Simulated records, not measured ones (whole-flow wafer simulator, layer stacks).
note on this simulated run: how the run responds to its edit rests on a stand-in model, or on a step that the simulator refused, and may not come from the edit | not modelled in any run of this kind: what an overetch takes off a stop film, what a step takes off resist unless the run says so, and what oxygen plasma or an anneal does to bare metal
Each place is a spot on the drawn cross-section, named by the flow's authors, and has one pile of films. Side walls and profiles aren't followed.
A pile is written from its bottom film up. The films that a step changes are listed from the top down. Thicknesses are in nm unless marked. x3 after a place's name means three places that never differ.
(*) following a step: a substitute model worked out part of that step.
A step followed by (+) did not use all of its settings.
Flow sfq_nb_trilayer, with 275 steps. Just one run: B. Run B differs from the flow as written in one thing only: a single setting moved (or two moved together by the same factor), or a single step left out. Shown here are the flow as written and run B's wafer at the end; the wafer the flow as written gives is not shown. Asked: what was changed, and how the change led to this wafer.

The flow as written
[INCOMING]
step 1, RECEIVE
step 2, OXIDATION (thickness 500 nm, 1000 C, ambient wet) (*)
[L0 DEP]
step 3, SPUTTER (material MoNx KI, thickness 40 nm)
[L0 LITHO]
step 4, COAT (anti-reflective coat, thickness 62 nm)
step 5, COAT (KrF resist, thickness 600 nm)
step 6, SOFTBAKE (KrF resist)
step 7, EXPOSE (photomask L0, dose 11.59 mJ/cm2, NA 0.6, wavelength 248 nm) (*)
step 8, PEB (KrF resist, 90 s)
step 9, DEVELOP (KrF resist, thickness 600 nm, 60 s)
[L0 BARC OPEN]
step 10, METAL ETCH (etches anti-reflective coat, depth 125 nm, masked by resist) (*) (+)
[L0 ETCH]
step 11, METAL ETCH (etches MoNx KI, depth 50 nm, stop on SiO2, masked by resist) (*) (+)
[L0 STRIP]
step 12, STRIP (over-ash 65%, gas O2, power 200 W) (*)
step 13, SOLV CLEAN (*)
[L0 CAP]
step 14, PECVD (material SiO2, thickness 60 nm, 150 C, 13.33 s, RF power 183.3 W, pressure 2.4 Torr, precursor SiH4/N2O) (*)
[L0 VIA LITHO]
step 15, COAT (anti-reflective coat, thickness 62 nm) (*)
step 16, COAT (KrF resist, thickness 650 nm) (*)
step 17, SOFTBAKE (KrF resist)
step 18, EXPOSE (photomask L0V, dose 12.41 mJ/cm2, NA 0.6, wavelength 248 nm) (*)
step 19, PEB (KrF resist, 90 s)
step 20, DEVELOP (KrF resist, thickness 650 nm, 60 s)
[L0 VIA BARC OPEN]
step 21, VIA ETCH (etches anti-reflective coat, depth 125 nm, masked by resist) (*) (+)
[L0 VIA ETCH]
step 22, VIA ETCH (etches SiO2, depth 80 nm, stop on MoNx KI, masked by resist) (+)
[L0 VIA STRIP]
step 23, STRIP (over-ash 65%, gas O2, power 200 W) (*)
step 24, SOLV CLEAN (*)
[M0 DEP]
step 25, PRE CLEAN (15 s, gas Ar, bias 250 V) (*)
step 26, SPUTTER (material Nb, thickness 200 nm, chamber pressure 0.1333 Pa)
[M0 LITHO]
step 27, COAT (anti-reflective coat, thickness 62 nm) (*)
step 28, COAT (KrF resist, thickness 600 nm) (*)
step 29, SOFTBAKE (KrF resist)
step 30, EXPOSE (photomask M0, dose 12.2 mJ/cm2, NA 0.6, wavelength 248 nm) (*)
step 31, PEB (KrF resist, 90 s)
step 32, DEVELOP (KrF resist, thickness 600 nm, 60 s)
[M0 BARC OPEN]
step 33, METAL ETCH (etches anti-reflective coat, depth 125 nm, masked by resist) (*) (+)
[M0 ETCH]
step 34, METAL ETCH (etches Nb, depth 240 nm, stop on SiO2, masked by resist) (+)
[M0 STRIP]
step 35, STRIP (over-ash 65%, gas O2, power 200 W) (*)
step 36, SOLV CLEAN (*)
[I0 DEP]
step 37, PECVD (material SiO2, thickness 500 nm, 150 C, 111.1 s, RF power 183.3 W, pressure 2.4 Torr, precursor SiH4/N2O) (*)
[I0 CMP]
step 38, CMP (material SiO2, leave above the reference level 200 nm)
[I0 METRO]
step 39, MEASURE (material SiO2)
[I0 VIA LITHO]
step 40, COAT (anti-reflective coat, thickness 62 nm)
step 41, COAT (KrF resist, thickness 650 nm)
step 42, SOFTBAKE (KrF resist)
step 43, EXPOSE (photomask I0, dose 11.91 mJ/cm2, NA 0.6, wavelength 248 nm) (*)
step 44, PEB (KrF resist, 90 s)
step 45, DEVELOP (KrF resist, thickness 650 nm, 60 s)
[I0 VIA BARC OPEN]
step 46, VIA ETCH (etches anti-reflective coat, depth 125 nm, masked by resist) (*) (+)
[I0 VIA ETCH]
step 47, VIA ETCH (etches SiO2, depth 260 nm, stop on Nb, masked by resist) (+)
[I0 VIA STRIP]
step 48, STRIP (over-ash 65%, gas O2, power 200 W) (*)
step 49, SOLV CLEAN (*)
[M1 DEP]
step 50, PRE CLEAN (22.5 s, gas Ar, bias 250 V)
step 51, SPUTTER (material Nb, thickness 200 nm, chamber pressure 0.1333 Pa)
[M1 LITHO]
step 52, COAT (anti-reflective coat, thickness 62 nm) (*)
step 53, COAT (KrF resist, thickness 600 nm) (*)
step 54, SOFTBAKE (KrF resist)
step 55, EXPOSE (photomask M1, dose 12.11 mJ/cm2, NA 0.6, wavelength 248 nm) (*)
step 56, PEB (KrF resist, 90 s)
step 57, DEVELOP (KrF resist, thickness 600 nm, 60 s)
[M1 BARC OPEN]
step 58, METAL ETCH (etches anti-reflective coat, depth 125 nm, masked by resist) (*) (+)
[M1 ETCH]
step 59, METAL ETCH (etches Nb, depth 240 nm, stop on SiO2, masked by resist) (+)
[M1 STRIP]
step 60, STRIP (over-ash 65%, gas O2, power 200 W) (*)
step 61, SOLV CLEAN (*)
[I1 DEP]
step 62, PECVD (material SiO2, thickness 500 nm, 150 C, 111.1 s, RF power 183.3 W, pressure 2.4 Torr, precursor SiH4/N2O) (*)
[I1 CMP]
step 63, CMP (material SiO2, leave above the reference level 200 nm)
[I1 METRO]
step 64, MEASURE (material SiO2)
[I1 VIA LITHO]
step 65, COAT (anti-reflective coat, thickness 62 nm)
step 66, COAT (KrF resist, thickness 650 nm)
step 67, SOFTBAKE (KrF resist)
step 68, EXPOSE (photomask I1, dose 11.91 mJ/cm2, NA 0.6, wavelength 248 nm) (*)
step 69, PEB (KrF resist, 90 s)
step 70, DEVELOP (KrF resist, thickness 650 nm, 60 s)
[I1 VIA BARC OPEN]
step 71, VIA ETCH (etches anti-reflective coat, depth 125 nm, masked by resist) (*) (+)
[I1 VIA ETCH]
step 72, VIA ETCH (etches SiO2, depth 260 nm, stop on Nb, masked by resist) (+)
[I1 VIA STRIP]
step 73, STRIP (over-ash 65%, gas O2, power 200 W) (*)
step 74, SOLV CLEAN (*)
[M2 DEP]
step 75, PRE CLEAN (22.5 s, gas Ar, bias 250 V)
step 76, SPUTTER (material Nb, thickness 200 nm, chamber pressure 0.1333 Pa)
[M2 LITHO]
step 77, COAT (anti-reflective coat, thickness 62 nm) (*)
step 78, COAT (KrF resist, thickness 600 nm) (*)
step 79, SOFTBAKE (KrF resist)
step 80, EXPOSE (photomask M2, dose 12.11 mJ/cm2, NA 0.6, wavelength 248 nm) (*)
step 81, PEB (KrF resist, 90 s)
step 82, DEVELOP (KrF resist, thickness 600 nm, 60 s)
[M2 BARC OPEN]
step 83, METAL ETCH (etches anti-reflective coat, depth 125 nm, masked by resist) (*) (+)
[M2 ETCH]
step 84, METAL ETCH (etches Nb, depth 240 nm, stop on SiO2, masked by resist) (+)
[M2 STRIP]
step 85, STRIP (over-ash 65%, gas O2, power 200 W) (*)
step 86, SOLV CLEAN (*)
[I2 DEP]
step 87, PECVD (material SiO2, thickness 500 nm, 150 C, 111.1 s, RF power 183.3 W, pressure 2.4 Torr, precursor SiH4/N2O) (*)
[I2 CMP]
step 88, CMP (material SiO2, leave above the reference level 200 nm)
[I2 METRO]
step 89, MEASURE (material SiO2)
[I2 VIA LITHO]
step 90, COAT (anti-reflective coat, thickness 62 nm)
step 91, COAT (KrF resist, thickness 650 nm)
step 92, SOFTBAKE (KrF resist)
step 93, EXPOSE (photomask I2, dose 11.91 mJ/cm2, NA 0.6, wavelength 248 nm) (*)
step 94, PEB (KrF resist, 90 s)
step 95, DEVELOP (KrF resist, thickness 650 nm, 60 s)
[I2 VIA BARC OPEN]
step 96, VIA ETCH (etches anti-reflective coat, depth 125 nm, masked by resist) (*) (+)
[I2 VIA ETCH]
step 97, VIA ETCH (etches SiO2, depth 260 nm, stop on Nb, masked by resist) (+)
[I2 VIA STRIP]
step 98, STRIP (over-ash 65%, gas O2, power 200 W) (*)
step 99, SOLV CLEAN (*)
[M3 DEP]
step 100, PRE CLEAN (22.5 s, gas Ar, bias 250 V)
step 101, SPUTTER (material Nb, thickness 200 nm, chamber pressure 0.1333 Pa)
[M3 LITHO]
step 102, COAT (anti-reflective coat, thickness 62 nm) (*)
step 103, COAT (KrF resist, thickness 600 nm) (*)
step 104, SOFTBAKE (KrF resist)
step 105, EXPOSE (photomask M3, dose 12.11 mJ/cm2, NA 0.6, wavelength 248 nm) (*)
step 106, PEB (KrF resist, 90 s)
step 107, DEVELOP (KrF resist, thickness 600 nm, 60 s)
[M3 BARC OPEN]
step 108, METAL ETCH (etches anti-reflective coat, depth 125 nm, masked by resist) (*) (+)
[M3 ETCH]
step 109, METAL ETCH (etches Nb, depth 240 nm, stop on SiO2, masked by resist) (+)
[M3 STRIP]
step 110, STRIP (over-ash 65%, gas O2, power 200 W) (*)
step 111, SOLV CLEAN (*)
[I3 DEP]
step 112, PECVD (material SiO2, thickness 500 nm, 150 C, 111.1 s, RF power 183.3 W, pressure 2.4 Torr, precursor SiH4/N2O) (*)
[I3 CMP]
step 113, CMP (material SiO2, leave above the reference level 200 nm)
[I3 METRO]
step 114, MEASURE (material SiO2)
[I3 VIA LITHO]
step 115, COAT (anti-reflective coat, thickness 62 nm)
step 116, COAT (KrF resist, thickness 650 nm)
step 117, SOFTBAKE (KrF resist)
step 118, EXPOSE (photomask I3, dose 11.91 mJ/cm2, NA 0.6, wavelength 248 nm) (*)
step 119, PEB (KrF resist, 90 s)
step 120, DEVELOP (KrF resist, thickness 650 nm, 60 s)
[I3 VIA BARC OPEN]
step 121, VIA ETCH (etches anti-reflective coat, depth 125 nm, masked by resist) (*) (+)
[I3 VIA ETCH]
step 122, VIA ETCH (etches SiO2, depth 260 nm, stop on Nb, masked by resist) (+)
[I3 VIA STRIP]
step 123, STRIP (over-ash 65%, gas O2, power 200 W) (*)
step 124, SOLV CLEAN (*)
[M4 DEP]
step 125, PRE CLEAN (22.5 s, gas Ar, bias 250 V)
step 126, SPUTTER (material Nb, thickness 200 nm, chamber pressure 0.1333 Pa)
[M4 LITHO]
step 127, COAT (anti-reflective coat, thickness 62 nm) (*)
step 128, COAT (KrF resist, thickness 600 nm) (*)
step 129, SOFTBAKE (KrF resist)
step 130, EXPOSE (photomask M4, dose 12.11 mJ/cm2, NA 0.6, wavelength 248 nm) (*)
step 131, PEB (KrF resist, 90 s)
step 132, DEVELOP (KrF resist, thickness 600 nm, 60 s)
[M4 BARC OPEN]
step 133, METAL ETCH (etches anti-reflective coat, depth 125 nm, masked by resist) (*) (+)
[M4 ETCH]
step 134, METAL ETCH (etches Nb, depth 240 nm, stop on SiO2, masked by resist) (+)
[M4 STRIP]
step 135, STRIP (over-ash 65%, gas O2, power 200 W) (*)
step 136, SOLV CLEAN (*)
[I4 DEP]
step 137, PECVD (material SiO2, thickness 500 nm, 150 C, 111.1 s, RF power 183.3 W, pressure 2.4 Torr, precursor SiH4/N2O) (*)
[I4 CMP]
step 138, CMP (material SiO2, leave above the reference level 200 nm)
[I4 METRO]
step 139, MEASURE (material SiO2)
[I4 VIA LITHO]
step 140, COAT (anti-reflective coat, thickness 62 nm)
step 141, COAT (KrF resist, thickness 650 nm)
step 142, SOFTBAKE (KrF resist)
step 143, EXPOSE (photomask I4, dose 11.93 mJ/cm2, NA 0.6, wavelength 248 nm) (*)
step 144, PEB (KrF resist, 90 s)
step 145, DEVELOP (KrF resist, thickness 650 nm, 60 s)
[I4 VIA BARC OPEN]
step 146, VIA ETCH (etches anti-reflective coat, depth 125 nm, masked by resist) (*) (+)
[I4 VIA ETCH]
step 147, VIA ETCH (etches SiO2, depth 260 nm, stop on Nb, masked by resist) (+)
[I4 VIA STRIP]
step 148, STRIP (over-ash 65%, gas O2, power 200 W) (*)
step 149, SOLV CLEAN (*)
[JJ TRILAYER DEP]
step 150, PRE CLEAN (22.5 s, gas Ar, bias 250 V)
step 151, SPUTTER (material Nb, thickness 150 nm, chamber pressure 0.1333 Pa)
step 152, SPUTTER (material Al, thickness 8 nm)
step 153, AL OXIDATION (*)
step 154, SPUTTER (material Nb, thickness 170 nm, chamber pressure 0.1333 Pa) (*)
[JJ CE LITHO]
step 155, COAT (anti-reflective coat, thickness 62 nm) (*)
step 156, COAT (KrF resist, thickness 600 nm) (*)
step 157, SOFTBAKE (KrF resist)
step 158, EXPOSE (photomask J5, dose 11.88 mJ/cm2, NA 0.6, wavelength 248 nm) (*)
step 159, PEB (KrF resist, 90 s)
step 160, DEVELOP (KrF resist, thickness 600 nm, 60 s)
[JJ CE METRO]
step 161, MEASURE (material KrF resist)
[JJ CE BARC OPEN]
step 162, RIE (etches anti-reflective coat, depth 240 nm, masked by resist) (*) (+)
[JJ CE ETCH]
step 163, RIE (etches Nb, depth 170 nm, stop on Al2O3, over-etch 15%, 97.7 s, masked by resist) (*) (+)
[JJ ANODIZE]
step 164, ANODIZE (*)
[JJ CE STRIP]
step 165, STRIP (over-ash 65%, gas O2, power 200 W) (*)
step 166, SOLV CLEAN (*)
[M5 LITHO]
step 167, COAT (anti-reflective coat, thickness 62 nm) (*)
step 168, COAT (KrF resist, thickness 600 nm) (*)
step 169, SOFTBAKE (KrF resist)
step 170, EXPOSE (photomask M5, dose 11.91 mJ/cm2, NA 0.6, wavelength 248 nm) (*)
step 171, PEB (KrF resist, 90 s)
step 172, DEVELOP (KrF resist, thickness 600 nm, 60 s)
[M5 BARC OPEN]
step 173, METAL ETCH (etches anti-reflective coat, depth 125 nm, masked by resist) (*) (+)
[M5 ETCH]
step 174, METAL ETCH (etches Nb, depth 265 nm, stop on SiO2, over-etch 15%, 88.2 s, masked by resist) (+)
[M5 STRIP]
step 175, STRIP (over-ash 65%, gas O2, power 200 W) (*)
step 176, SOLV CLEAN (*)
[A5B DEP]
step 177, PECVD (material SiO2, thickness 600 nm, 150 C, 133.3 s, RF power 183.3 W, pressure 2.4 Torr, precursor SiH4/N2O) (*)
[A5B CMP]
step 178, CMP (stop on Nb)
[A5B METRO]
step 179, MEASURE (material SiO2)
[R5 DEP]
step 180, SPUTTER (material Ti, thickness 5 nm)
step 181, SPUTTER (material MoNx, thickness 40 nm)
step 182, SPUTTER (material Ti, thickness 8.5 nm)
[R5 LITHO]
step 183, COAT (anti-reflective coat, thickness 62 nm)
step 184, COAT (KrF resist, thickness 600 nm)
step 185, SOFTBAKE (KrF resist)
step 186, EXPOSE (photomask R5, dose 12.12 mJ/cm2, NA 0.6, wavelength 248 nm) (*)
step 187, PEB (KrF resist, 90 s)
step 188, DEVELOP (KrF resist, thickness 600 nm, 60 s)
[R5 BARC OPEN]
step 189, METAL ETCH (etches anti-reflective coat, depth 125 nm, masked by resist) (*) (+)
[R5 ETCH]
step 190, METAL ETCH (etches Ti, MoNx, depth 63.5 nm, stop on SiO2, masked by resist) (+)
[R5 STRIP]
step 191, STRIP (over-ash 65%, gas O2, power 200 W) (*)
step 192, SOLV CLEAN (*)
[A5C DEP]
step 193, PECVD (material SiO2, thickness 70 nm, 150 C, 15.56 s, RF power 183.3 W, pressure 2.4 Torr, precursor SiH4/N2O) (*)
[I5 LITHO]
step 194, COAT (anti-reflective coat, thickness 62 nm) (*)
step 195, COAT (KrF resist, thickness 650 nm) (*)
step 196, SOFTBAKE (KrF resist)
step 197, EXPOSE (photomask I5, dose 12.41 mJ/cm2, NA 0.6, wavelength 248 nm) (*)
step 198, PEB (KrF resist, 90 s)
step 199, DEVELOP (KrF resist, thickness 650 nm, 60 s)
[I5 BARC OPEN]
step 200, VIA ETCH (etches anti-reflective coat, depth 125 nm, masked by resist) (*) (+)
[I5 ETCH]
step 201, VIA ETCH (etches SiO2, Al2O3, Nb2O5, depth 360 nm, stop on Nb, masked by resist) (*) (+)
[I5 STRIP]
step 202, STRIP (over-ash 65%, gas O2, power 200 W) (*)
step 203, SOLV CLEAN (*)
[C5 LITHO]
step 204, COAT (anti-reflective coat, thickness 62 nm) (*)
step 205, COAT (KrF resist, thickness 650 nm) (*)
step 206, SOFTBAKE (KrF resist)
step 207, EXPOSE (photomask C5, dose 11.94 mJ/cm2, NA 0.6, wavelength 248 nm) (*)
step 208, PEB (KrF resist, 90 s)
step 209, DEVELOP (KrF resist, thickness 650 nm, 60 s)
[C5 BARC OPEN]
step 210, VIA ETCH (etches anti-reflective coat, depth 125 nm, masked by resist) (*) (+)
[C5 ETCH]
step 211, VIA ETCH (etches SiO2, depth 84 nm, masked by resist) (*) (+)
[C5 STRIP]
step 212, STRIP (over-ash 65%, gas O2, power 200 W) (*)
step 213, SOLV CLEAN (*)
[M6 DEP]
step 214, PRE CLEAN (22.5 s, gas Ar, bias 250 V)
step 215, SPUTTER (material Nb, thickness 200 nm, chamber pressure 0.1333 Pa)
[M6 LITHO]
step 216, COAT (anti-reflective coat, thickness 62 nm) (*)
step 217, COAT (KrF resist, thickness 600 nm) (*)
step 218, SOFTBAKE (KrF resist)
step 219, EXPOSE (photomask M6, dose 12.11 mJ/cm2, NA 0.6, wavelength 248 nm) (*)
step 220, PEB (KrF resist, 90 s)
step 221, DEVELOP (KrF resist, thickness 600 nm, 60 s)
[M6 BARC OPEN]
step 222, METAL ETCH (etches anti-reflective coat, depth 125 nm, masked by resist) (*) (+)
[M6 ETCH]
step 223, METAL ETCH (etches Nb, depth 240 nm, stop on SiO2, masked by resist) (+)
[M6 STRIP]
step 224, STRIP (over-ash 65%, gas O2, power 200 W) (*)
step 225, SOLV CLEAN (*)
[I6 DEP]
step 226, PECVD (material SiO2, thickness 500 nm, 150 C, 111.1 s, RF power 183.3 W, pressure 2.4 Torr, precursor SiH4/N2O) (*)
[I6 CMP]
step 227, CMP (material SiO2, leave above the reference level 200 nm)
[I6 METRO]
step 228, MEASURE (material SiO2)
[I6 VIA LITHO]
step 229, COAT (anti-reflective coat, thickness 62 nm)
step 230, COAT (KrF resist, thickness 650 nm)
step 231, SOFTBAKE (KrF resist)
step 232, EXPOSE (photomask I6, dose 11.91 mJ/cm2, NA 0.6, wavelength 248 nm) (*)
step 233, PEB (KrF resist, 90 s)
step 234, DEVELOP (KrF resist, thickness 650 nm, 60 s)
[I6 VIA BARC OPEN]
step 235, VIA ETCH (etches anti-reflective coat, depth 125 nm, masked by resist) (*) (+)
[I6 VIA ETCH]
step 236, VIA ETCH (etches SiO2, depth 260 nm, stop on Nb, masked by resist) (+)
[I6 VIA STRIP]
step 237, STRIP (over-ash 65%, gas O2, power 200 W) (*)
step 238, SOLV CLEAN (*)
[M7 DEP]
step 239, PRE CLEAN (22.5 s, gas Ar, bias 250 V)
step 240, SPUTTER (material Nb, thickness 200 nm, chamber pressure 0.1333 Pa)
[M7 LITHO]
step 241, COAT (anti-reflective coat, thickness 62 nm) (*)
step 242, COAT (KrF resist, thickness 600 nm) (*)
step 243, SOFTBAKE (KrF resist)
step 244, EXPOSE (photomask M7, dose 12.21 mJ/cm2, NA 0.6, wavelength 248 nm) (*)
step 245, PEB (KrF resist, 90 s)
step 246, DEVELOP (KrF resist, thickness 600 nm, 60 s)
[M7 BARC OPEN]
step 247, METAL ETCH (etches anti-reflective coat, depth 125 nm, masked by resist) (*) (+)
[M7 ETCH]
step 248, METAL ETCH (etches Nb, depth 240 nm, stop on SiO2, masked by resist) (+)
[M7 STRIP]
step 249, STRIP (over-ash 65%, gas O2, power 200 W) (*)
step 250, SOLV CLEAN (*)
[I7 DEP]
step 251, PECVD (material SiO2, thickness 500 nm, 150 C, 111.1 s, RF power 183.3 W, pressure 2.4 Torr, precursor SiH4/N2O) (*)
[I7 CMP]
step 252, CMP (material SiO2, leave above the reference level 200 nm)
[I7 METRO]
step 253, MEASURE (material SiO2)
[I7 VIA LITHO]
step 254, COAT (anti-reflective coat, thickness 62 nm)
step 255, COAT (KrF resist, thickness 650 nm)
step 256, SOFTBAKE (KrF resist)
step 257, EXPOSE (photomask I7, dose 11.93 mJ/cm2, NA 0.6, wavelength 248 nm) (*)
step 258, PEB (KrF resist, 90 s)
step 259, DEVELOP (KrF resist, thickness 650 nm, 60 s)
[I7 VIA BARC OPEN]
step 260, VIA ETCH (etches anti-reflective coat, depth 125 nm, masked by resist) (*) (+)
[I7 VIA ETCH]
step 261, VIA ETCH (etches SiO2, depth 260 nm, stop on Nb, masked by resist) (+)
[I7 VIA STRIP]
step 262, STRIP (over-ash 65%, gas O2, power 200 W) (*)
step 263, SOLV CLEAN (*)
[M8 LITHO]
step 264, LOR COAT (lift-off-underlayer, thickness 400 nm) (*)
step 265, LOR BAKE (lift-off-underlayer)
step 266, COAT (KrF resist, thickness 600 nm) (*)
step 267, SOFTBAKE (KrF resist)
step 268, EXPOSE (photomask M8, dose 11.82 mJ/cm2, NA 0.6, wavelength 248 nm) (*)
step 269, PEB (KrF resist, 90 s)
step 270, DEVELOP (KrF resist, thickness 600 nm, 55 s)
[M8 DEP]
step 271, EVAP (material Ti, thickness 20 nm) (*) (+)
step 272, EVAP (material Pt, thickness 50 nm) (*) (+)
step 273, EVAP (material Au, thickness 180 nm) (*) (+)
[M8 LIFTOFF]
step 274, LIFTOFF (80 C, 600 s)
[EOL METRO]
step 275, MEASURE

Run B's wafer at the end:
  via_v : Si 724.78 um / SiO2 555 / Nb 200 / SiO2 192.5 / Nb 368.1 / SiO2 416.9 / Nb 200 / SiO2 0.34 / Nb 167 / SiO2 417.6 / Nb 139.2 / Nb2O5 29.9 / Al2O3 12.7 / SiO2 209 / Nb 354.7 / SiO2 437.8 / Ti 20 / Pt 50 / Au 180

The reason: step 122, VIA ETCH: depth 192 nm was run, while the flow as written has depth 260 nm.

Step by step, how the change led to this:
  step 122, VIA ETCH (etches SiO2, depth 260 nm, stop on Nb, masked by resist) (+)
      via_v: -192 SiO2 (in the flow as written it would be: -199.8 SiO2 (all of it))
      field_l, v_sur, via_wl and 102 more: -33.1 KrF resist (in the flow as written it would be: -44.8 KrF resist)
  step 123, STRIP (over-ash 65%, gas O2, power 200 W) (*)
      field_l, v_sur, via_wl and 102 more: -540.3 KrF resist (all of it), -62 anti-reflective coat (all of it) (in the flow as written it would be: -528.6 KrF resist (all of it), -62 anti-reflective coat (all of it))
  step 125, PRE CLEAN (22.5 s, gas Ar, bias 250 V)
      via_v: -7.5 SiO2 (in the flow as written it would be: -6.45 Nb)
  step 126, SPUTTER (material Nb, thickness 200 nm, chamber pressure 0.1333 Pa)
      via_v: +167 Nb (new film) (in the flow as written it would be: +165.5 Nb)
  step 127, COAT (anti-reflective coat, thickness 62 nm) (*)
      via_v: +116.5 anti-reflective coat (new film) (in the flow as written it would be: +124.8 anti-reflective coat (new film))
      wire: +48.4 anti-reflective coat (new film) (in the flow as written it would be: +50.2 anti-reflective coat (new film))
  step 135, STRIP (over-ash 65%, gas O2, power 200 W) (*)
      via_v: -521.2 KrF resist (all of it), -116.5 anti-reflective coat (all of it) (in the flow as written it would be: -521.8 KrF resist (all of it), -124.8 anti-reflective coat (all of it))
      wire: -375.7 KrF resist (all of it), -48.4 anti-reflective coat (all of it) (in the flow as written it would be: -374.5 KrF resist (all of it), -50.2 anti-reflective coat (all of it))
  step 137, PECVD (material SiO2, thickness 500 nm, 150 C, 111.1 s, RF power 183.3 W, pressure 2.4 Torr, precursor SiH4/N2O) (*)
      via_v: +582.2 SiO2 (new film) (in the flow as written it would be: +615 SiO2 (new film))
  step 138, CMP (material SiO2, leave above the reference level 200 nm)
      via_v: -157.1 SiO2 (in the flow as written it would be: -181.6 SiO2)
If metal films that touch count as one body, via_v has 7 bodies (between them, from the top down: SiO2 437.8; SiO2 209 / Al2O3 12.7 / Nb2O5 29.9; SiO2 417.6; SiO2 0.34; SiO2 416.9; SiO2 192.5); the flow as written gives 6 bodies (between them, from the top down: SiO2 437.8; SiO2 209 / Al2O3 12.7 / Nb2O5 29.9; SiO2 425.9; SiO2 416.9; SiO2 192.5).
